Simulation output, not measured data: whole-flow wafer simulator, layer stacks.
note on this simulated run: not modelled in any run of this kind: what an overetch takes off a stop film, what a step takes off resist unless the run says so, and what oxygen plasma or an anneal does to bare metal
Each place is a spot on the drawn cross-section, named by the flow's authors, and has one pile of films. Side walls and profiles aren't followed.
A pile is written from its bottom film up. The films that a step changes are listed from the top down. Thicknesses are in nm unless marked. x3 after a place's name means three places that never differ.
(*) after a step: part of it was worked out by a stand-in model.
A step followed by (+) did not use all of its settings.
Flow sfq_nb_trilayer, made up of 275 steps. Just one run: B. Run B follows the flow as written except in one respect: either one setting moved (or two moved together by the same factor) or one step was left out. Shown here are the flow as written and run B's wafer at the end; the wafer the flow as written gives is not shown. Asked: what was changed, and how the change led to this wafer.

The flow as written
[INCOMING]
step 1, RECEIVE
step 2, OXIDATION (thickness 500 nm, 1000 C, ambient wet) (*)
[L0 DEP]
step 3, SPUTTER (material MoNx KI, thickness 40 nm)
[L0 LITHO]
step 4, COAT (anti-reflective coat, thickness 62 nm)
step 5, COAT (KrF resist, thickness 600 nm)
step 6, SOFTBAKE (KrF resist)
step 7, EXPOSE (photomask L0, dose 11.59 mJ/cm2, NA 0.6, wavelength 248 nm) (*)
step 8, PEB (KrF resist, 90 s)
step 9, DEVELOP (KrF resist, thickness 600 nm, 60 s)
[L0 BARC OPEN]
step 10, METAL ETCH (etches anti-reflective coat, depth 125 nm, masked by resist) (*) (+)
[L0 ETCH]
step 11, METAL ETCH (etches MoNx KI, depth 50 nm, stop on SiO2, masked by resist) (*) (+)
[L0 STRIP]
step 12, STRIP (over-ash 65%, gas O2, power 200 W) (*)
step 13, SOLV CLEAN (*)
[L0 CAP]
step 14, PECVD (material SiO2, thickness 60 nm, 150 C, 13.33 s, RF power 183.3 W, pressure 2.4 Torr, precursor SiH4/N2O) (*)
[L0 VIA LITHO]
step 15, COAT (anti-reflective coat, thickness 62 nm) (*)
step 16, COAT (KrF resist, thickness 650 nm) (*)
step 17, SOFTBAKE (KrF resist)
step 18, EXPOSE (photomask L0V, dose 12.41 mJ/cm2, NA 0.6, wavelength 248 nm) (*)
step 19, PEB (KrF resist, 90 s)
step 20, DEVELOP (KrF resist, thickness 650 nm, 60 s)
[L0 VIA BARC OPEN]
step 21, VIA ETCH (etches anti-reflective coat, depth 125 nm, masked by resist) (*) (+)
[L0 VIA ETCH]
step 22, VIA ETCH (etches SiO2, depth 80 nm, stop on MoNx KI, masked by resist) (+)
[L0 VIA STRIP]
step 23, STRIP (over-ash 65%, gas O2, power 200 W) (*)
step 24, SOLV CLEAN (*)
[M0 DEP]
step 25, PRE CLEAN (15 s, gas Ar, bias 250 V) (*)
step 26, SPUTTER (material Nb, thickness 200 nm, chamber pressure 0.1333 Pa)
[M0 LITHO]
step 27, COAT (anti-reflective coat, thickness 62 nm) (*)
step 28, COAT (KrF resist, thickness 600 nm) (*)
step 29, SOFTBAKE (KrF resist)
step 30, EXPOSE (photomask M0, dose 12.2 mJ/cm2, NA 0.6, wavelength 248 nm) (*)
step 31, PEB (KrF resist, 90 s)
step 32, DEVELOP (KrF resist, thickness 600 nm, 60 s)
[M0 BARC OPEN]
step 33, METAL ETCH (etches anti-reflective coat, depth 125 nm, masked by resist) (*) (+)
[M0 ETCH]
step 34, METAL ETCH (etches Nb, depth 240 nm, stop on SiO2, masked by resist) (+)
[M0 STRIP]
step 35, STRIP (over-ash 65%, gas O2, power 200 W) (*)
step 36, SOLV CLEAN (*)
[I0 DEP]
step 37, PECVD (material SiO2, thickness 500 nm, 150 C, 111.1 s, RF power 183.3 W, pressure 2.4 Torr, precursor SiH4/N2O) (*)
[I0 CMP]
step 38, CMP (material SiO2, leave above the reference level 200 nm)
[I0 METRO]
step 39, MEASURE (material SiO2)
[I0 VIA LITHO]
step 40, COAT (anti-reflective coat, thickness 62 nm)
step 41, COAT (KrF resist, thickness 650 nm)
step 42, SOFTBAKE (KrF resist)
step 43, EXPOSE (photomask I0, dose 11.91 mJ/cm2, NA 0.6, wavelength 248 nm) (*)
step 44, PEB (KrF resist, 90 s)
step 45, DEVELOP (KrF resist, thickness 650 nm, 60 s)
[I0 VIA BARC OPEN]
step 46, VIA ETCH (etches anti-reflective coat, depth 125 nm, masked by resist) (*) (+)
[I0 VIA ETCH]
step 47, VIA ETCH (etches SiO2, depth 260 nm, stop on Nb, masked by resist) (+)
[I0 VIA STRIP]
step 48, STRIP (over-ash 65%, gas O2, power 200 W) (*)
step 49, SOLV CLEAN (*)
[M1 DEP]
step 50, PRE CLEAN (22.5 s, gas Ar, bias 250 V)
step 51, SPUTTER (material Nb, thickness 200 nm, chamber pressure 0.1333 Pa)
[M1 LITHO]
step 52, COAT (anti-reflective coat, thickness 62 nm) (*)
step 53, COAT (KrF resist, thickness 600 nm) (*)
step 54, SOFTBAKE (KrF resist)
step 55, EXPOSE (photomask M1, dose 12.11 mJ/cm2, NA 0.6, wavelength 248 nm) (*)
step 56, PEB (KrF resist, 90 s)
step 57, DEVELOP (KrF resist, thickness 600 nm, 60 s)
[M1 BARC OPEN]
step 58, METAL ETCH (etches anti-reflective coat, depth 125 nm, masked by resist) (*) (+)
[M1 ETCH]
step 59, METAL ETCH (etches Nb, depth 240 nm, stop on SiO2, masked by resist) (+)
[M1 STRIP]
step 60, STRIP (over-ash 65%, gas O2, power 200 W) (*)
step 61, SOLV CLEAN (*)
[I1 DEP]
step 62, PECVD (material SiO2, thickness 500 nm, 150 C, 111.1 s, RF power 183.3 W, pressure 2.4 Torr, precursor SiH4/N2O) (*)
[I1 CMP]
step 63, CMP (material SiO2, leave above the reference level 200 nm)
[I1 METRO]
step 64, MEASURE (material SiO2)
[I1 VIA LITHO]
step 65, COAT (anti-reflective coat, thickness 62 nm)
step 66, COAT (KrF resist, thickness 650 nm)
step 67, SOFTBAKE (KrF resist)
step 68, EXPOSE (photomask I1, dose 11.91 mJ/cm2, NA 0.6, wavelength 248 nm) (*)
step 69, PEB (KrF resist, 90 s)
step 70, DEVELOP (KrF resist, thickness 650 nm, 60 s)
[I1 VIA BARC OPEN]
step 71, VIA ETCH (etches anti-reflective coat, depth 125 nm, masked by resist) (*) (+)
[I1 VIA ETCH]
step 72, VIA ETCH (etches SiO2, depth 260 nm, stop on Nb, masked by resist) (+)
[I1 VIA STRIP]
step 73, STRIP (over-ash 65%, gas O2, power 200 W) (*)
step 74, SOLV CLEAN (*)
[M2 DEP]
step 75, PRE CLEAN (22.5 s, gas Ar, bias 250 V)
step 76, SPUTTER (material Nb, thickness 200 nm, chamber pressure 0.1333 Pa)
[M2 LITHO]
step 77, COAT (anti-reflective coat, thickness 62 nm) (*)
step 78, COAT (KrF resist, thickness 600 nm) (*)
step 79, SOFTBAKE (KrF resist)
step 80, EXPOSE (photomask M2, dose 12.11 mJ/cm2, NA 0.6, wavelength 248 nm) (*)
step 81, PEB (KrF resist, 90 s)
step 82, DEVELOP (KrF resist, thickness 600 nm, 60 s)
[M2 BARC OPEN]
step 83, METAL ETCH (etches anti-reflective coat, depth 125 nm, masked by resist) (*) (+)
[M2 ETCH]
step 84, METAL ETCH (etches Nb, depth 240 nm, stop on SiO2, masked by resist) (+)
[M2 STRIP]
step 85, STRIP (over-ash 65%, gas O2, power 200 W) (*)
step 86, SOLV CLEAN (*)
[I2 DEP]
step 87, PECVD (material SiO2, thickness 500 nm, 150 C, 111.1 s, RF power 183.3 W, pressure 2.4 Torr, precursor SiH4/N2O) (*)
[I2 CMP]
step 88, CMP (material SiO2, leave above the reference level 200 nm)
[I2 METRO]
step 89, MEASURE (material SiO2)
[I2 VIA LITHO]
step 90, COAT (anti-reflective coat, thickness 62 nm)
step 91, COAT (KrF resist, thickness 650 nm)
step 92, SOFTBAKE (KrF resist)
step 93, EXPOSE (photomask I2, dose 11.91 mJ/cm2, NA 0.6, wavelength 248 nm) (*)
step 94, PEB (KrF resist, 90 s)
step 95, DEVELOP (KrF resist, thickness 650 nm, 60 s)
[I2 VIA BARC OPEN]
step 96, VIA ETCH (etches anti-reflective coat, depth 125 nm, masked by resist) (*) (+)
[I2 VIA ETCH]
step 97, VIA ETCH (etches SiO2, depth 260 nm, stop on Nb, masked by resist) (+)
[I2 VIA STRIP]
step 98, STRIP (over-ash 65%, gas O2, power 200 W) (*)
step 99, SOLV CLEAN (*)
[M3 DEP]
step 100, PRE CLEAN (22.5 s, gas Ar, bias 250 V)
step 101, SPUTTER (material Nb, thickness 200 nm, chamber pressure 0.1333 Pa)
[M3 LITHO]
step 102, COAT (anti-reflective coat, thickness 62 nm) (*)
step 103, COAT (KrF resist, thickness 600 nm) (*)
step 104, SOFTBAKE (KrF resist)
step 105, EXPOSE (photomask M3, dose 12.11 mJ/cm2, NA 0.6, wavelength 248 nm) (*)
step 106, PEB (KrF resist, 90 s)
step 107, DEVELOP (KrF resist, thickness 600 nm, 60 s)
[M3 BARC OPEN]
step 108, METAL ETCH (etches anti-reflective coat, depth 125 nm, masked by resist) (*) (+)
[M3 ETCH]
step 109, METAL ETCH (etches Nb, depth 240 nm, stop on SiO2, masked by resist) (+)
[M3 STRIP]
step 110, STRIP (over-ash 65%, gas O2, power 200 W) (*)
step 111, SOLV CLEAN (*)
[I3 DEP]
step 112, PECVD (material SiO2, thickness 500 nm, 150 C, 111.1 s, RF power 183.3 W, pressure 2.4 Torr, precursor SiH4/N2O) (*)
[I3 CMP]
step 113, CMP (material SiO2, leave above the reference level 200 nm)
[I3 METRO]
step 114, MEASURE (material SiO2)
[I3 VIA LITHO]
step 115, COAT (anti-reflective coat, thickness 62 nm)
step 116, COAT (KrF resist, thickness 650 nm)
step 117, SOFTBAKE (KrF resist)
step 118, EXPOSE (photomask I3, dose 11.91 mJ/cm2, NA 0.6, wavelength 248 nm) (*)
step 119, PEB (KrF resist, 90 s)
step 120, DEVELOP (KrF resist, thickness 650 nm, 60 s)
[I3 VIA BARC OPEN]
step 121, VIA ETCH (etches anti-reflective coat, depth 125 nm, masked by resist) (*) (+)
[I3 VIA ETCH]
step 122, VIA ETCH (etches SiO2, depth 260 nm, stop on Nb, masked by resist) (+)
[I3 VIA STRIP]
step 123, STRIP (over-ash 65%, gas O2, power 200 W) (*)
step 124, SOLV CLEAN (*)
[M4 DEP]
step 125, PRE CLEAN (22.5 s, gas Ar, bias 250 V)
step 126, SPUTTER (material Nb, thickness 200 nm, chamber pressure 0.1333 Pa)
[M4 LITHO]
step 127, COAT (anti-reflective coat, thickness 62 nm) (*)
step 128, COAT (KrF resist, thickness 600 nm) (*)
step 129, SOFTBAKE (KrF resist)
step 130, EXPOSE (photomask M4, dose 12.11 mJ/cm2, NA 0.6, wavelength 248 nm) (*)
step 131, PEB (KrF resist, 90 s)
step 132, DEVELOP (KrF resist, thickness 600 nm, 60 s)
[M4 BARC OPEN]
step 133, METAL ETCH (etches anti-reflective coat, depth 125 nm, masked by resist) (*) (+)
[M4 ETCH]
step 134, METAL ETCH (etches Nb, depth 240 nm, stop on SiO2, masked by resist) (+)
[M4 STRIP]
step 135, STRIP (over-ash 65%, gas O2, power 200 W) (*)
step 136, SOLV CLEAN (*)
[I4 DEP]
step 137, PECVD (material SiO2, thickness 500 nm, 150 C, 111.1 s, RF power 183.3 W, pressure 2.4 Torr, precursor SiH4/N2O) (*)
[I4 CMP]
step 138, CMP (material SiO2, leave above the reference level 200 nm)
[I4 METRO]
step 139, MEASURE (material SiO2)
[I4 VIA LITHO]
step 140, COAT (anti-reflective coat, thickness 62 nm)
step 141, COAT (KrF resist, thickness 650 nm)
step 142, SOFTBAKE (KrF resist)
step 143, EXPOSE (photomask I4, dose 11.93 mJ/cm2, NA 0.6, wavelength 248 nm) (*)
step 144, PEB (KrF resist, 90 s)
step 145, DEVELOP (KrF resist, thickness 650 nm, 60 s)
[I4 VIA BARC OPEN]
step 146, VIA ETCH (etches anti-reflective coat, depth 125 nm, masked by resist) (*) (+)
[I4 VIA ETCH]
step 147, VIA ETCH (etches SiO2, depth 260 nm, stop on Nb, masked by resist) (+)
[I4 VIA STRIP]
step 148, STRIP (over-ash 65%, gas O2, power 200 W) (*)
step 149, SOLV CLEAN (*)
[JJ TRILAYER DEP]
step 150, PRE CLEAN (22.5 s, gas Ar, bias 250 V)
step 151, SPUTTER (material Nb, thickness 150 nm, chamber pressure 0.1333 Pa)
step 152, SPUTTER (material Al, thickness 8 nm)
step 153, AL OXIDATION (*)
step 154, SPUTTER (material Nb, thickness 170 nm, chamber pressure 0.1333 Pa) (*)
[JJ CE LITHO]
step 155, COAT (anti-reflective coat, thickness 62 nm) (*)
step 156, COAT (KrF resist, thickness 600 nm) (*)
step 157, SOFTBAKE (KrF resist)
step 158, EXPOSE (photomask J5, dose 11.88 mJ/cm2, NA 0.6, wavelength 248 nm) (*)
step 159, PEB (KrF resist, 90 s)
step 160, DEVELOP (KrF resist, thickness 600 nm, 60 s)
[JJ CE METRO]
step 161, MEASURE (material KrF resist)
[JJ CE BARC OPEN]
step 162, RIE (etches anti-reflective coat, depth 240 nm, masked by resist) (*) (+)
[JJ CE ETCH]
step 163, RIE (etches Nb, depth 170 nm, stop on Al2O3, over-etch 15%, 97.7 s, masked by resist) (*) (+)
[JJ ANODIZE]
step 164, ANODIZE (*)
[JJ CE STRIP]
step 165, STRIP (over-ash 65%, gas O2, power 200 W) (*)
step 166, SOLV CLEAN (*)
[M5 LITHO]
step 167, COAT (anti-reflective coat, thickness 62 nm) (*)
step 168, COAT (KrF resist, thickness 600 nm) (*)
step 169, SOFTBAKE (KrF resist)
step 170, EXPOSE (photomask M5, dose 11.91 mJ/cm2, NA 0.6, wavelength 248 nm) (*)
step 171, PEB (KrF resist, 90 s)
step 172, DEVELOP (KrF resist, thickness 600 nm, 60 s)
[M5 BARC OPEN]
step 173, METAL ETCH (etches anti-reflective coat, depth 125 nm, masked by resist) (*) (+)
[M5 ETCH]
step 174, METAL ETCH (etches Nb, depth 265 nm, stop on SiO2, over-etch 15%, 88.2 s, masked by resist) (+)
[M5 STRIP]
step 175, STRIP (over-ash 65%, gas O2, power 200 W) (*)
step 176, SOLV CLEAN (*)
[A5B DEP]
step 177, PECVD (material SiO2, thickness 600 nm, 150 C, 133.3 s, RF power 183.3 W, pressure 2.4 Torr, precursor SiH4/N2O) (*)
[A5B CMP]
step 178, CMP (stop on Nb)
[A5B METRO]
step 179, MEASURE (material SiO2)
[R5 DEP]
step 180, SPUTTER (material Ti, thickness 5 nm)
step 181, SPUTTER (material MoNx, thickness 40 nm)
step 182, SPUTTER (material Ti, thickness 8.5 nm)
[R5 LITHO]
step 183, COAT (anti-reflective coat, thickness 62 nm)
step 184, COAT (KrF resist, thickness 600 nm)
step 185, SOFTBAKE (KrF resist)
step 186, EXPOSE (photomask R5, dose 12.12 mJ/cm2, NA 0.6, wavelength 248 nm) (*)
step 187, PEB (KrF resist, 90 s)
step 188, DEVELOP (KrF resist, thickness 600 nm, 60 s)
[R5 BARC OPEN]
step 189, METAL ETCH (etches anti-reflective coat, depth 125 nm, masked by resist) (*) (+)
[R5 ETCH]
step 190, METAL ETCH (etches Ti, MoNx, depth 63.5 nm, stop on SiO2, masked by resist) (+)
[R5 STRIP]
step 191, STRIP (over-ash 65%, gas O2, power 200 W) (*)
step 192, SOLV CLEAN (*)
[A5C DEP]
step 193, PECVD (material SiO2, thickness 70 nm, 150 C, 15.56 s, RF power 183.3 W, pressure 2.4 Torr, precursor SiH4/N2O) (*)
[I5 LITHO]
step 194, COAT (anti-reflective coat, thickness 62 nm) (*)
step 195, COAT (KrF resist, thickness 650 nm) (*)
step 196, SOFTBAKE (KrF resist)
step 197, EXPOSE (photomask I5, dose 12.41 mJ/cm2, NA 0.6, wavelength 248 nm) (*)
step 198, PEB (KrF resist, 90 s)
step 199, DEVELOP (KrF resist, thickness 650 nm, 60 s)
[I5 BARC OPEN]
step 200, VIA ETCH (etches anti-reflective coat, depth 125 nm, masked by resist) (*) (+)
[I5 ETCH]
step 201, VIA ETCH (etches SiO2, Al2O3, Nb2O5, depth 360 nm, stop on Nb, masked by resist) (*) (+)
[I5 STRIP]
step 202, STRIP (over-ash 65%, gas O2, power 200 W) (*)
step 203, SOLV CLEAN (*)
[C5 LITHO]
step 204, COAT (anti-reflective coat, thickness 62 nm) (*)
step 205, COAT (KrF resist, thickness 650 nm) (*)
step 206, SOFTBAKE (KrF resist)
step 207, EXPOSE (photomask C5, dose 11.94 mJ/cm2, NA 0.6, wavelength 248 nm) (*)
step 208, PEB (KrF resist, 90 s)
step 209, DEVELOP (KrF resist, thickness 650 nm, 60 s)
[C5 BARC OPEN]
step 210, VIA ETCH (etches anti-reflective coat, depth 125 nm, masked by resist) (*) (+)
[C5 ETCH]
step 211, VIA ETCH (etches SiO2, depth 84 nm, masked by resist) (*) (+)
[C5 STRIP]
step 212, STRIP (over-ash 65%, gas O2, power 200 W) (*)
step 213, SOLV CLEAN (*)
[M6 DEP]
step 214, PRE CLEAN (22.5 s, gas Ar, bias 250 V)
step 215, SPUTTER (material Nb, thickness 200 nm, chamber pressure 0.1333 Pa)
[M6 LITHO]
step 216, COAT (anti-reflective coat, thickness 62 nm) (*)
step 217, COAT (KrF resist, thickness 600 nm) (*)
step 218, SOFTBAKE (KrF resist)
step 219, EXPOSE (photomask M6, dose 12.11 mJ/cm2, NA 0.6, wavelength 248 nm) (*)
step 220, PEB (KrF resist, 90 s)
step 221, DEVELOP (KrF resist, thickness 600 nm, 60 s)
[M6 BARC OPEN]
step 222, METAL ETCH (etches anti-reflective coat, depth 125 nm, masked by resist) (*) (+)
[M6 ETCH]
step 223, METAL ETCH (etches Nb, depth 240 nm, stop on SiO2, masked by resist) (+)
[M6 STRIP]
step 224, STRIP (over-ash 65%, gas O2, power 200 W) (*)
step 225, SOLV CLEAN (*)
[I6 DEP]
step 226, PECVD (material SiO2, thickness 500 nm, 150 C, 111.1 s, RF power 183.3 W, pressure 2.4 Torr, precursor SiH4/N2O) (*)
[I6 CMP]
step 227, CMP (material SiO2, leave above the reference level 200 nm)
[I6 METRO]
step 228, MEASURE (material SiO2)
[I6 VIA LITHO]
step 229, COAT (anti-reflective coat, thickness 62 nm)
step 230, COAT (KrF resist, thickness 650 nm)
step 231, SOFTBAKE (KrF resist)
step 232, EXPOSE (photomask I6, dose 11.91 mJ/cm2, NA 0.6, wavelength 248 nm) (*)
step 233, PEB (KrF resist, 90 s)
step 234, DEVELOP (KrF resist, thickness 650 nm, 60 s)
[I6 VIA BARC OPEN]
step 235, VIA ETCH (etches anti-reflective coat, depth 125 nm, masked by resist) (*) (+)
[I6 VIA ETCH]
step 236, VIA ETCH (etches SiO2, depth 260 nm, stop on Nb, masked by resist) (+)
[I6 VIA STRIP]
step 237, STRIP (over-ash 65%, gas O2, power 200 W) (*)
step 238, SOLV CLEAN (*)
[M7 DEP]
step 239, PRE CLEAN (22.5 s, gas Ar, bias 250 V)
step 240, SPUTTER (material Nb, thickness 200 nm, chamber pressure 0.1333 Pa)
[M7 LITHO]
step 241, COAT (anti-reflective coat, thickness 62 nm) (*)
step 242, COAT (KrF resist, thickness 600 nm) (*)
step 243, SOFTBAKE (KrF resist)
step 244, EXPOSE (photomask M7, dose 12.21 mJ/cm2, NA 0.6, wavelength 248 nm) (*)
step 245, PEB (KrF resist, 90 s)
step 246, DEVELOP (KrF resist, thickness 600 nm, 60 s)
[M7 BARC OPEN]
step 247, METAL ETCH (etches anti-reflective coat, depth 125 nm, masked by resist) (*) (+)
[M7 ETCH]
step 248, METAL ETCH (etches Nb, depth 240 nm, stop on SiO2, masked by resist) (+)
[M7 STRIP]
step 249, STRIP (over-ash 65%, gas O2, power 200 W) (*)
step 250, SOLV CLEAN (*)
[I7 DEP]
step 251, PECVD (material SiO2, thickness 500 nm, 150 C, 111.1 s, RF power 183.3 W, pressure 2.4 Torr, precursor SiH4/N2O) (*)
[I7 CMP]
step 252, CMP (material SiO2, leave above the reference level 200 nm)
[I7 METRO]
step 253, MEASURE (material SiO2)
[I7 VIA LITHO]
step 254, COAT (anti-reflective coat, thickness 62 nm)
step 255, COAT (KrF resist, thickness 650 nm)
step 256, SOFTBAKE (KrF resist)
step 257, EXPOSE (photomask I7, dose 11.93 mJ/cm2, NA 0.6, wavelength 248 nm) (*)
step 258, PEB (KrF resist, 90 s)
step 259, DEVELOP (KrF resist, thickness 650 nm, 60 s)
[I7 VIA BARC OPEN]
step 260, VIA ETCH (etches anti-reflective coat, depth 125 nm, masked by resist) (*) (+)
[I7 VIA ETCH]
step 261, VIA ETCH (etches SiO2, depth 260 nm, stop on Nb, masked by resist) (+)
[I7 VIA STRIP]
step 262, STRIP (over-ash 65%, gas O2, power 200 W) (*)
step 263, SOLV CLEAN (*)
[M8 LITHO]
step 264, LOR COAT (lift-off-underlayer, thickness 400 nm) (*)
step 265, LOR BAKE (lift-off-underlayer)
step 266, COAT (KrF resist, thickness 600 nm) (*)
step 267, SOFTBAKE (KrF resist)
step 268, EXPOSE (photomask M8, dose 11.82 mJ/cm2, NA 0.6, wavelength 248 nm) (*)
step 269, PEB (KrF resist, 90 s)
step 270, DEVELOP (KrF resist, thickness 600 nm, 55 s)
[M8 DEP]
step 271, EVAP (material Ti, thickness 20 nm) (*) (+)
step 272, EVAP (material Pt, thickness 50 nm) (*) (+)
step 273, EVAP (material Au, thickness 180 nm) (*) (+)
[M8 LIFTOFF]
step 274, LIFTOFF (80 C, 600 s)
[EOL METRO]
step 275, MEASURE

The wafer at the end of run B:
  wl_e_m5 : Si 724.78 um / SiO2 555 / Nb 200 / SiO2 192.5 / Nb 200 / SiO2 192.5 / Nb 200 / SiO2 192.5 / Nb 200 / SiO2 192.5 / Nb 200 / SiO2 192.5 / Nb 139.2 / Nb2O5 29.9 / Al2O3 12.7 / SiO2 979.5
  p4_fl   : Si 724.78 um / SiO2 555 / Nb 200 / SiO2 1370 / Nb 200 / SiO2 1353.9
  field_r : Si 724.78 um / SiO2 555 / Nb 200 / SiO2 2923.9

What caused this: step 240, SPUTTER: thickness 178 nm was run, though the flow has thickness 200 nm.

How this came from the change, step by step:
  step 240, SPUTTER (material Nb, thickness 200 nm, chamber pressure 0.1333 Pa)
      field_l, v_sur, via_wl and 102 more: +178 Nb (new film) (as written it would have been: +200 Nb (new film))
      via_v: +143.3 Nb (as written it would have been: +161.1 Nb)
  step 248, METAL ETCH (etches Nb, depth 240 nm, stop on SiO2, masked by resist) (+)
      field_l, field_r, lsp_l and 62 more: -178 Nb (all of it) (as written it would have been: -200 Nb (all of it))
  step 251, PECVD (material SiO2, thickness 500 nm, 150 C, 111.1 s, RF power 183.3 W, pressure 2.4 Torr, precursor SiH4/N2O) (*)
      m7r_space_l, m7r_space_r: +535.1 SiO2 (as written it would have been: +557.1 SiO2)
  step 252, CMP (material SiO2, leave above the reference level 200 nm)
      field_l, p4_fl, p4_fm and 56 more: -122 SiO2 (as written it would have been: -100 SiO2)
      field_r, lsp_l: -102.1 SiO2 (as written it would have been: -77.7 SiO2)
      (as well as at 2 more places)
